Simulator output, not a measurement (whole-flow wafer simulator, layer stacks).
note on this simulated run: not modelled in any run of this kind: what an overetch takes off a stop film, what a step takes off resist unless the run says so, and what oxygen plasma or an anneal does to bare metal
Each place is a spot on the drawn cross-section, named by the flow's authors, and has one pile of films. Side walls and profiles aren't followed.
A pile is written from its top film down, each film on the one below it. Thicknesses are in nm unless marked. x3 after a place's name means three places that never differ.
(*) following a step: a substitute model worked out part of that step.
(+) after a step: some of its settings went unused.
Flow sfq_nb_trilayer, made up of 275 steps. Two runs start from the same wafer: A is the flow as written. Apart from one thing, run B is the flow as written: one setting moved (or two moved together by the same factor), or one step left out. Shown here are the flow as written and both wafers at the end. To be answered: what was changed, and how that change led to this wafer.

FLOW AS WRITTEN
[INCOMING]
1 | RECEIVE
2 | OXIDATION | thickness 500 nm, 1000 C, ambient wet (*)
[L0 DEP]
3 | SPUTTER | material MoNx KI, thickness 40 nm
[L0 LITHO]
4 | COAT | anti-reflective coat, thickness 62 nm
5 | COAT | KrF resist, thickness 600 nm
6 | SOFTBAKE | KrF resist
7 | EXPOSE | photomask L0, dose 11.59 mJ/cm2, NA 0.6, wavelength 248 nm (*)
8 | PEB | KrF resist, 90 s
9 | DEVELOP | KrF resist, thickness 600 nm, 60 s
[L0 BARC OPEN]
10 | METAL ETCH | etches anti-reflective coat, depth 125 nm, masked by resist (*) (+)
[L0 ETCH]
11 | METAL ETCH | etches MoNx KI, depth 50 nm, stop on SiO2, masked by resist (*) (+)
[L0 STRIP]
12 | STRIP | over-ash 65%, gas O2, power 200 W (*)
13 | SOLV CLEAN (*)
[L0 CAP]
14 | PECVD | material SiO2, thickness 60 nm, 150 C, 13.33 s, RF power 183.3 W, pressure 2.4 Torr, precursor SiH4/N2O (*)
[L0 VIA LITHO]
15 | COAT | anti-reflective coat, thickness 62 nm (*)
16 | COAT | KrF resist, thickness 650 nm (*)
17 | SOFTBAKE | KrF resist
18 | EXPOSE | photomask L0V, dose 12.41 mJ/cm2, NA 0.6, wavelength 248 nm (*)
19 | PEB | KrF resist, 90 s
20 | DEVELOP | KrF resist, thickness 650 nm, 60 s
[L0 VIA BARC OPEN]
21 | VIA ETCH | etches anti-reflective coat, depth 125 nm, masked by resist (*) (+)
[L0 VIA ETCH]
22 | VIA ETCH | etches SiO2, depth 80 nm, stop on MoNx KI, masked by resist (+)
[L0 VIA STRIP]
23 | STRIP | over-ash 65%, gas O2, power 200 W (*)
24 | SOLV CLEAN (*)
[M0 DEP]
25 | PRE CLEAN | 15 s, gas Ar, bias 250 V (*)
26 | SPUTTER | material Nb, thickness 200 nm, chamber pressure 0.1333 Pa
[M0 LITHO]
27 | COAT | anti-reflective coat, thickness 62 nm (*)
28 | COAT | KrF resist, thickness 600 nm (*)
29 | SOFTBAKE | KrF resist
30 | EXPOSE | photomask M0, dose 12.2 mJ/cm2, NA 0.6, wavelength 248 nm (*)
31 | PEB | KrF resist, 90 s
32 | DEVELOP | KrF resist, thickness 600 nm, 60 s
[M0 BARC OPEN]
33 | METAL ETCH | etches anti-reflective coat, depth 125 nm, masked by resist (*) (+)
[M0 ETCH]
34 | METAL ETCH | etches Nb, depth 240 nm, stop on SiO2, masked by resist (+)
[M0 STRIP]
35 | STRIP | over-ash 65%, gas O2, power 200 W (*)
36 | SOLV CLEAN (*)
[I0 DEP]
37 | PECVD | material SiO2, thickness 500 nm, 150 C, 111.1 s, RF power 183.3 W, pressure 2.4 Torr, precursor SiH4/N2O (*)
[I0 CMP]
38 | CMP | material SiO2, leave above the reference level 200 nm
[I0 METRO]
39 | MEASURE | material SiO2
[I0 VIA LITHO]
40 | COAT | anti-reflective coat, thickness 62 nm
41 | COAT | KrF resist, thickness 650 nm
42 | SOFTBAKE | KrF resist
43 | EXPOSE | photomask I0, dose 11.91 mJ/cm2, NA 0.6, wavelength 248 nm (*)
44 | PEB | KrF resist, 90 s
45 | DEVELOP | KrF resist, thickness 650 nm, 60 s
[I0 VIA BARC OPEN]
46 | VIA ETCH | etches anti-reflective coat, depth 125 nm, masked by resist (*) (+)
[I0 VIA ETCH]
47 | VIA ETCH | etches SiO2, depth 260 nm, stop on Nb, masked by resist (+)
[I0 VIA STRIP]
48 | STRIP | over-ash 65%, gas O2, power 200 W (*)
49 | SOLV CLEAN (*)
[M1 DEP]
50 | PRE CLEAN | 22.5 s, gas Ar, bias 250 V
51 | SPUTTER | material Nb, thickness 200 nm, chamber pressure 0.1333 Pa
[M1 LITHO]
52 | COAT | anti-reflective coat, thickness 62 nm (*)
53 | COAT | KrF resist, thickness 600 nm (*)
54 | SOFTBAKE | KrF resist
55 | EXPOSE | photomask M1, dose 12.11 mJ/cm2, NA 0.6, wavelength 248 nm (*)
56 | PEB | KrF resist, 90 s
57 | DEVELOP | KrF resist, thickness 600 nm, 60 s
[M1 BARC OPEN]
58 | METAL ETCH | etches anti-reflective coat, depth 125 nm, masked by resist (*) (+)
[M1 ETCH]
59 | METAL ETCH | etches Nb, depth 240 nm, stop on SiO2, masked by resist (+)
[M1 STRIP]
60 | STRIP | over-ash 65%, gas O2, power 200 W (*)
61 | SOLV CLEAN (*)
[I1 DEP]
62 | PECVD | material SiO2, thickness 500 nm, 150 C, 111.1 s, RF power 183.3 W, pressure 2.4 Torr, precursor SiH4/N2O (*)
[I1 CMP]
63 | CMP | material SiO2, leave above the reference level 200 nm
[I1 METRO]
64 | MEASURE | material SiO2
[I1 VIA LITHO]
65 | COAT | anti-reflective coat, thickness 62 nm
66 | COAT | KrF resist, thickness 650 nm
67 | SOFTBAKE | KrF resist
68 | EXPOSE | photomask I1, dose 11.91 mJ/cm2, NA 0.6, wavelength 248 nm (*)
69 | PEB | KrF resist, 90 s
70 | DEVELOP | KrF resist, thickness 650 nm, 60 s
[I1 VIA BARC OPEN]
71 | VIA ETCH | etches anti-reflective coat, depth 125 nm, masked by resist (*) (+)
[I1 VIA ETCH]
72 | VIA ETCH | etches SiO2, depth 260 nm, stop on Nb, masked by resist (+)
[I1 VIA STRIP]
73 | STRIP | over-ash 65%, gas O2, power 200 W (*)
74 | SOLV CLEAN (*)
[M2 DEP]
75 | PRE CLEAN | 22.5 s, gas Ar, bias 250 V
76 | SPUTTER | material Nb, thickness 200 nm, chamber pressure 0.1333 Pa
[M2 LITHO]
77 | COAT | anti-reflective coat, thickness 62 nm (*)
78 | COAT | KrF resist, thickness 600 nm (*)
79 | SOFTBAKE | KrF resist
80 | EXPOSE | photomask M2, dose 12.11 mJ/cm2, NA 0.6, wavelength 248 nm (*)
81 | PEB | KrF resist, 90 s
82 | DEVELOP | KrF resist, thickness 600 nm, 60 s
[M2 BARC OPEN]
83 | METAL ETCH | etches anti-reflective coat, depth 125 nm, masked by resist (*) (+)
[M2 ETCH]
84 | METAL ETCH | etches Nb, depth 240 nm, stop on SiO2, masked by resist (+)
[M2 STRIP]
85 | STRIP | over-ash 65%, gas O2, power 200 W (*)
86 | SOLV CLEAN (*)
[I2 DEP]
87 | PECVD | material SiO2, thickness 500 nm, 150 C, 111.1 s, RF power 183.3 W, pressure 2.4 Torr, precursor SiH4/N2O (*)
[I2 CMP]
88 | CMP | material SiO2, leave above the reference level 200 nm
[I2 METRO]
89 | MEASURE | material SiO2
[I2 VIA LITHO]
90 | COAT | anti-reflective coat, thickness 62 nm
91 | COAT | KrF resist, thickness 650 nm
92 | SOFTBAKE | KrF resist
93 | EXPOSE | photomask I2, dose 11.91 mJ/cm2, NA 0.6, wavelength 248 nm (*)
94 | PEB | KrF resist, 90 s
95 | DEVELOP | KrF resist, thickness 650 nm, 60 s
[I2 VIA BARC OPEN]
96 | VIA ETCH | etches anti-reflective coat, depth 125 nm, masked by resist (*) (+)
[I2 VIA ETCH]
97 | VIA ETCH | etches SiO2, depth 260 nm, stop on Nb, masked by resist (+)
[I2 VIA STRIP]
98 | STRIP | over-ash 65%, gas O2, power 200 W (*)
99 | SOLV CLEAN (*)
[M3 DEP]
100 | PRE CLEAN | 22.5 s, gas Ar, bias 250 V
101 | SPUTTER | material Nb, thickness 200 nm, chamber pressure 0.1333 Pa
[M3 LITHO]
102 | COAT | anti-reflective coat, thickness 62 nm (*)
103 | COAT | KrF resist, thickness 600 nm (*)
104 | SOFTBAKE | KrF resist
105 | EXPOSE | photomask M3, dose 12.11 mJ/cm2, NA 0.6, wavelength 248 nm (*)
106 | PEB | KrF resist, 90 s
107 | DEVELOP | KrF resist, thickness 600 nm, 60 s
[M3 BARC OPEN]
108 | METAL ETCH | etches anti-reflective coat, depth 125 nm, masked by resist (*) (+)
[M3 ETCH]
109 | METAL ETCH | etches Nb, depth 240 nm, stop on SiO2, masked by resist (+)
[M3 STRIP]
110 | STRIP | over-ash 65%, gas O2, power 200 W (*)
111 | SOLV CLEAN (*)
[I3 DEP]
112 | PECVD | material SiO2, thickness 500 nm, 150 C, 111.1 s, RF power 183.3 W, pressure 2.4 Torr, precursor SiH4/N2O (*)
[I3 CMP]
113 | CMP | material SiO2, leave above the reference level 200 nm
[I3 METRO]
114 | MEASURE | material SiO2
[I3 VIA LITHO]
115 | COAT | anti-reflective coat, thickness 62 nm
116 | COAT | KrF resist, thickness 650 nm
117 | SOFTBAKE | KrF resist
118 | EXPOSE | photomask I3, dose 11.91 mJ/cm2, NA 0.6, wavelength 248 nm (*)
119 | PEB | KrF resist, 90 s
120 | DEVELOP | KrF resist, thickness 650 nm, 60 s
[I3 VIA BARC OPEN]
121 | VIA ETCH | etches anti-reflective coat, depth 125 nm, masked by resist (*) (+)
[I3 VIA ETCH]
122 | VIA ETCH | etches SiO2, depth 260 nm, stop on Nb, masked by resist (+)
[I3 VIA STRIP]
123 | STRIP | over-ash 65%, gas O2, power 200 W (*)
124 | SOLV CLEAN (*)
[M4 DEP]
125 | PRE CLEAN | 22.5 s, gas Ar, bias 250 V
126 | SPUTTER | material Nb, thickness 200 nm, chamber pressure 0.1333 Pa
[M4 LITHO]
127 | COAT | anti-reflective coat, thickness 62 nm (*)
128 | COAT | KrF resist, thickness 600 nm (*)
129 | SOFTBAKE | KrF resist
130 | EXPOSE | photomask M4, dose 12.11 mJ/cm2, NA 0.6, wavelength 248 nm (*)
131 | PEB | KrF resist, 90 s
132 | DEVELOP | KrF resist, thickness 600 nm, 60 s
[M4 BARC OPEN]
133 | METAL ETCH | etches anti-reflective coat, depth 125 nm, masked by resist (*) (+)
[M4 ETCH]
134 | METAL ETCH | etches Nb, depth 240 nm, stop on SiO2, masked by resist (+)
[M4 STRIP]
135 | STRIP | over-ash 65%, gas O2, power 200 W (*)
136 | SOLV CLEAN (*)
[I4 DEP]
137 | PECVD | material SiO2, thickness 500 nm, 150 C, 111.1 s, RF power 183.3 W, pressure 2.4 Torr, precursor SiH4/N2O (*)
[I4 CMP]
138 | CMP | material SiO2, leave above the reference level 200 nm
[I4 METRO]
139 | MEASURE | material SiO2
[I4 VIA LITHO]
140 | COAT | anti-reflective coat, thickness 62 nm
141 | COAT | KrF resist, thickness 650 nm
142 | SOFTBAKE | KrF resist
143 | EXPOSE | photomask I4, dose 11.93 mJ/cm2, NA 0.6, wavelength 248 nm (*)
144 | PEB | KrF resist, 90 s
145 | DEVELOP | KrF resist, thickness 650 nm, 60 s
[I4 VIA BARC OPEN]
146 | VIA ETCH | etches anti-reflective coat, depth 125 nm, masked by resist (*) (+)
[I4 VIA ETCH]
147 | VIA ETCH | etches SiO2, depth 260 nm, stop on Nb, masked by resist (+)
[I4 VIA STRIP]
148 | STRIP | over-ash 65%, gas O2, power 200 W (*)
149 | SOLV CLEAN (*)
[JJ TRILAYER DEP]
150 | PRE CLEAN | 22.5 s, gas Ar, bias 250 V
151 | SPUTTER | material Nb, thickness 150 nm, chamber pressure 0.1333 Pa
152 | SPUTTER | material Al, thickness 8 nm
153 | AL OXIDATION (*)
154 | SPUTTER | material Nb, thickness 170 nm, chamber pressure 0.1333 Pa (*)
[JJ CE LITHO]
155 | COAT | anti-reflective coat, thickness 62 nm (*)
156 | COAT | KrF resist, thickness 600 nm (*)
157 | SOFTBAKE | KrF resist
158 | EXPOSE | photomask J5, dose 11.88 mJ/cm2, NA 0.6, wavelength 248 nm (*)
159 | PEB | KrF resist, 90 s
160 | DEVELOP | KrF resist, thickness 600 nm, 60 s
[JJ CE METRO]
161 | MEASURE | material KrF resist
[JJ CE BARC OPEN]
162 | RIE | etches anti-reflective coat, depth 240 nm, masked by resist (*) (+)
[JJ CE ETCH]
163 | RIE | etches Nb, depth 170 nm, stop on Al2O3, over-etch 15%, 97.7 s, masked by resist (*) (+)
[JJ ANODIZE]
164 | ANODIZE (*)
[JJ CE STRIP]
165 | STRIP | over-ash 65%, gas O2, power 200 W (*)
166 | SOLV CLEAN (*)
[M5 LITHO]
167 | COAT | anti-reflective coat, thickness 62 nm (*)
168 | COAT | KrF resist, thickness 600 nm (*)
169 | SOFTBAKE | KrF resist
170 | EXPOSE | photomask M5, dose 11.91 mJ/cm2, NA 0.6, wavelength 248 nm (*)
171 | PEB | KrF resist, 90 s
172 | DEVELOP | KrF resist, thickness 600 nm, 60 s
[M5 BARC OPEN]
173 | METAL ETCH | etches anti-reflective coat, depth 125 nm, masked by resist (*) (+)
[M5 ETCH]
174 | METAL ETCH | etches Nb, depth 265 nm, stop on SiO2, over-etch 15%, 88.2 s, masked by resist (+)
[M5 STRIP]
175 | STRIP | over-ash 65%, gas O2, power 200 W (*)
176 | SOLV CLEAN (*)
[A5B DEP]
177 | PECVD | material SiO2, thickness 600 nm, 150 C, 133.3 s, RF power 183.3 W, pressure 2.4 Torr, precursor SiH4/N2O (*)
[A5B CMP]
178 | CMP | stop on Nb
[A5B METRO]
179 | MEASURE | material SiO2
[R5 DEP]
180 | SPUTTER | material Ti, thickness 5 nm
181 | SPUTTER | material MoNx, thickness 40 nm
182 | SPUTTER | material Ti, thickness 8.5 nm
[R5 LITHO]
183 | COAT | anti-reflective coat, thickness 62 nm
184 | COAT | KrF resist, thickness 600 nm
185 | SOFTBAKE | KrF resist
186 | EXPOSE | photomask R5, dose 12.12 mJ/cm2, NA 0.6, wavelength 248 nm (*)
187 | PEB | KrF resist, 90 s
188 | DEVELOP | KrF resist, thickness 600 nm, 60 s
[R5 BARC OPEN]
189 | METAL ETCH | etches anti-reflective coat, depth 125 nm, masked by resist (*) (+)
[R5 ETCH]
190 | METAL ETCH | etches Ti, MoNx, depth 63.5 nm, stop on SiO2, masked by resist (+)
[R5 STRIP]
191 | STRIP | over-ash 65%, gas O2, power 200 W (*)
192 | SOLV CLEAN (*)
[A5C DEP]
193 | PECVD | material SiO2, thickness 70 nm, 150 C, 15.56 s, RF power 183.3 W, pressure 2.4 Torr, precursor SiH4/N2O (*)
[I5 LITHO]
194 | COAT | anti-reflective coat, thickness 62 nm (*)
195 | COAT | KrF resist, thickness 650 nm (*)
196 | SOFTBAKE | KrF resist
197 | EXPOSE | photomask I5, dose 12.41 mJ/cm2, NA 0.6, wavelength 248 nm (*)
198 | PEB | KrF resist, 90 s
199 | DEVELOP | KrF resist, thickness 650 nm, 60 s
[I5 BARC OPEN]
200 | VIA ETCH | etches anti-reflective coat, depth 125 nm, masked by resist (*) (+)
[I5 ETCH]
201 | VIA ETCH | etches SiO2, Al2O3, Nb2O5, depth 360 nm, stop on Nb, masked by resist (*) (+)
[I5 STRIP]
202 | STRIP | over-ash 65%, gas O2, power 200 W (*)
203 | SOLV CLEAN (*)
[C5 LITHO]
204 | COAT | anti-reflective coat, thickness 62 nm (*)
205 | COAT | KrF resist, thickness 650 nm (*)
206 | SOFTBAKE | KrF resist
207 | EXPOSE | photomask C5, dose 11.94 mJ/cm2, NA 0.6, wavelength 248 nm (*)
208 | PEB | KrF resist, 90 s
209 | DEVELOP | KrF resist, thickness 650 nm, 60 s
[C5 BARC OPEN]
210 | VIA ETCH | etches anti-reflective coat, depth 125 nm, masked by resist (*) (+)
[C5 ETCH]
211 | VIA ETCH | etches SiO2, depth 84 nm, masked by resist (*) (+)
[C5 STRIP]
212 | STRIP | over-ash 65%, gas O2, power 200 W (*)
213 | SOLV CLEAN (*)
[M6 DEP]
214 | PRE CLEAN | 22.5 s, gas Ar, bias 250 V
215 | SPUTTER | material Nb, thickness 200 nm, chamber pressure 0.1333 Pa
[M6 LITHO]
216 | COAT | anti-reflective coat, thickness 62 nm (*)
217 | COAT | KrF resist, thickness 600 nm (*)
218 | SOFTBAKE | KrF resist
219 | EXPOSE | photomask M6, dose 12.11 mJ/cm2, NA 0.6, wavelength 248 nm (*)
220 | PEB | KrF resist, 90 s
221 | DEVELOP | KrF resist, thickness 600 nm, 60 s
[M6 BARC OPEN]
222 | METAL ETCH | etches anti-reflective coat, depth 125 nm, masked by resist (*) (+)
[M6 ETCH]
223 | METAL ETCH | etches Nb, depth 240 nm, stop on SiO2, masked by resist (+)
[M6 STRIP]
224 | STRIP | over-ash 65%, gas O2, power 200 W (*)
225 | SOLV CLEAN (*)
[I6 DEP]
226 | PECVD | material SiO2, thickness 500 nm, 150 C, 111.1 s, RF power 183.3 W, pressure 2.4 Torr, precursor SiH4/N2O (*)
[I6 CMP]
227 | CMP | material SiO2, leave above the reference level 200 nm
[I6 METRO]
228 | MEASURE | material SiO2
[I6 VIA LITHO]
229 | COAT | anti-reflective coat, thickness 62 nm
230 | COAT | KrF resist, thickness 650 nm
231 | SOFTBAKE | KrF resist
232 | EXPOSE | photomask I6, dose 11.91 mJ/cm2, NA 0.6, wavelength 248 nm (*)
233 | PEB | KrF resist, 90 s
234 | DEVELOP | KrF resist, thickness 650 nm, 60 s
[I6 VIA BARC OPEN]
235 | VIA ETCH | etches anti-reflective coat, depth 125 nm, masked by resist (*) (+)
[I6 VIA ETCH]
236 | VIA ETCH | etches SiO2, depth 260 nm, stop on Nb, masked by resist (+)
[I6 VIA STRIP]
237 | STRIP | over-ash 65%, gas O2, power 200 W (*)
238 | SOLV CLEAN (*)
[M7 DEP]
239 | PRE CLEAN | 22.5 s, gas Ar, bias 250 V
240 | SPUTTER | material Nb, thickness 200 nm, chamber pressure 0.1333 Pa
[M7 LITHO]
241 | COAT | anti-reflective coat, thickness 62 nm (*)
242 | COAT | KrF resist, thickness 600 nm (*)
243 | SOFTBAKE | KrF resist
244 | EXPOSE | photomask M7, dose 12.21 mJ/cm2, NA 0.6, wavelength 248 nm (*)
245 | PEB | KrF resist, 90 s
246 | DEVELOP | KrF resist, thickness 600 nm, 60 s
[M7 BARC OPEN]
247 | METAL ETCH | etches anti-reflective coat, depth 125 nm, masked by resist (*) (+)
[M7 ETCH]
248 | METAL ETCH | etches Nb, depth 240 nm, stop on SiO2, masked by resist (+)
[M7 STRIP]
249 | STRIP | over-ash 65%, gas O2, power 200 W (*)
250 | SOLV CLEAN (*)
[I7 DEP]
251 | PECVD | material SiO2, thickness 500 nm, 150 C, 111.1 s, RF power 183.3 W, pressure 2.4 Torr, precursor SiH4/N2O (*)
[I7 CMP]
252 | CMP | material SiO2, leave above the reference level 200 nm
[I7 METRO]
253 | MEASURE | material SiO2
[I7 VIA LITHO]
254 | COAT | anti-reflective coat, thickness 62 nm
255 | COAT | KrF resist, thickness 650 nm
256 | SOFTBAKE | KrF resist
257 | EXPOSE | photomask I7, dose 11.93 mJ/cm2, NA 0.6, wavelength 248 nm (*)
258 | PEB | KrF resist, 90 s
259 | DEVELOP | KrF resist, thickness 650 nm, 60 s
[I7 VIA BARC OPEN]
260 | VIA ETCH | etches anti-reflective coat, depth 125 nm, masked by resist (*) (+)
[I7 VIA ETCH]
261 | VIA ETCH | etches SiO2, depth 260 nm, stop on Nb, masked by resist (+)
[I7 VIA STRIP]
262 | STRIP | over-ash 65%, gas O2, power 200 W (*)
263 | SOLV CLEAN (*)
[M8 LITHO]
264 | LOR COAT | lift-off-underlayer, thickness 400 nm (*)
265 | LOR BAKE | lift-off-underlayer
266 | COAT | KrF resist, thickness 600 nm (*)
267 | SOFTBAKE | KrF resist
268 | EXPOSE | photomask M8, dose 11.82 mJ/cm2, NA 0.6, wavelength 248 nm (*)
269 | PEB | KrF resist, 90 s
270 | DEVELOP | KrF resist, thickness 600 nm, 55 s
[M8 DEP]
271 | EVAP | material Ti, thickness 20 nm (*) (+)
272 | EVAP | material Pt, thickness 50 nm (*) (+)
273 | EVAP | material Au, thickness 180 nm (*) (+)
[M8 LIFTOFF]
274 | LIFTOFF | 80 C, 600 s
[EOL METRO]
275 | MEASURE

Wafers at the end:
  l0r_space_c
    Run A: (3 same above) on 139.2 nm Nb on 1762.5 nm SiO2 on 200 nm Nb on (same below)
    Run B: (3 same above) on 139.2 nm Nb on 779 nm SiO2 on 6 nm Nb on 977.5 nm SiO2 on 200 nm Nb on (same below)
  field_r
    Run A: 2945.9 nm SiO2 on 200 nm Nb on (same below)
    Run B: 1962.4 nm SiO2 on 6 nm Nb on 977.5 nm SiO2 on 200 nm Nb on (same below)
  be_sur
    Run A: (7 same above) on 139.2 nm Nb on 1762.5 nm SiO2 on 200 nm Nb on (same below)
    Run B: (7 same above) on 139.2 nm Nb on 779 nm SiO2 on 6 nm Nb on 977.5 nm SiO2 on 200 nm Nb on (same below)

What caused this: step 109, METAL ETCH: depth 194 nm was run, whereas the flow has depth 240 nm.

The path from the change to this, step by step:
  109 | METAL ETCH | etches Nb, depth 240 nm, stop on SiO2, masked by resist (+)
      field_l, be, be_sur and 72 more: A Nb loses 200 (all of it) | B Nb loses 194
      v_sur, via_wl, via_w and 28 more: A KrF resist loses 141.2 | B KrF resist loses 114.1
  110 | STRIP | over-ash 65%, gas O2, power 200 W (*)
      p4_w1, p4_w2, p4_w3 and 21 more: A KrF resist loses 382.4 (all of it), anti-reflective coat loses 62 (all of it) | B KrF resist loses 409.4 (all of it), anti-reflective coat loses 62 (all of it)
      via_wl, via_wr: A KrF resist loses 384.2 (all of it), anti-reflective coat loses 34.2 (all of it) | B KrF resist loses 411.3 (all of it), anti-reflective coat loses 34.2 (all of it)
      (as well as at 5 more places)
  112 | PECVD | material SiO2, thickness 500 nm, 150 C, 111.1 s, RF power 183.3 W, pressure 2.4 Torr, precursor SiH4/N2O (*)
      field_l, be, be_sur and 64 more: A SiO2 gains 500 | B SiO2 gains 500 (new film)
      p4_g1, p4_g2, p3_s0, p3_s1, p3_s2, p3_s3, p3_s4, p3_s5: A SiO2 gains 557.1 | B SiO2 gains 551.1 (new film)
  113 | CMP | material SiO2, leave above the reference level 200 nm
      field_l, be, be_sur and 64 more: A SiO2 loses 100 | B SiO2 loses 106
If metal films that touch count as one body, l0r_space_c has 3 bodies (between them, from the top down: SiO2 779; SiO2 977.5); the flow as written gives 2 bodies (between them, from the top down: SiO2 1762.5).
If metal films that touch count as one body, field_r has 2 bodies (between them, from the top down: SiO2 977.5); the flow as written gives 1 body.
If metal films that touch count as one body, be_sur has 5 bodies (between them, from the top down: SiO2 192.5; SiO2 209 / Al2O3 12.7 / Nb2O5 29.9; SiO2 779; SiO2 977.5); the flow as written gives 4 bodies (between them, from the top down: SiO2 192.5; SiO2 209 / Al2O3 12.7 / Nb2O5 29.9; SiO2 1762.5).
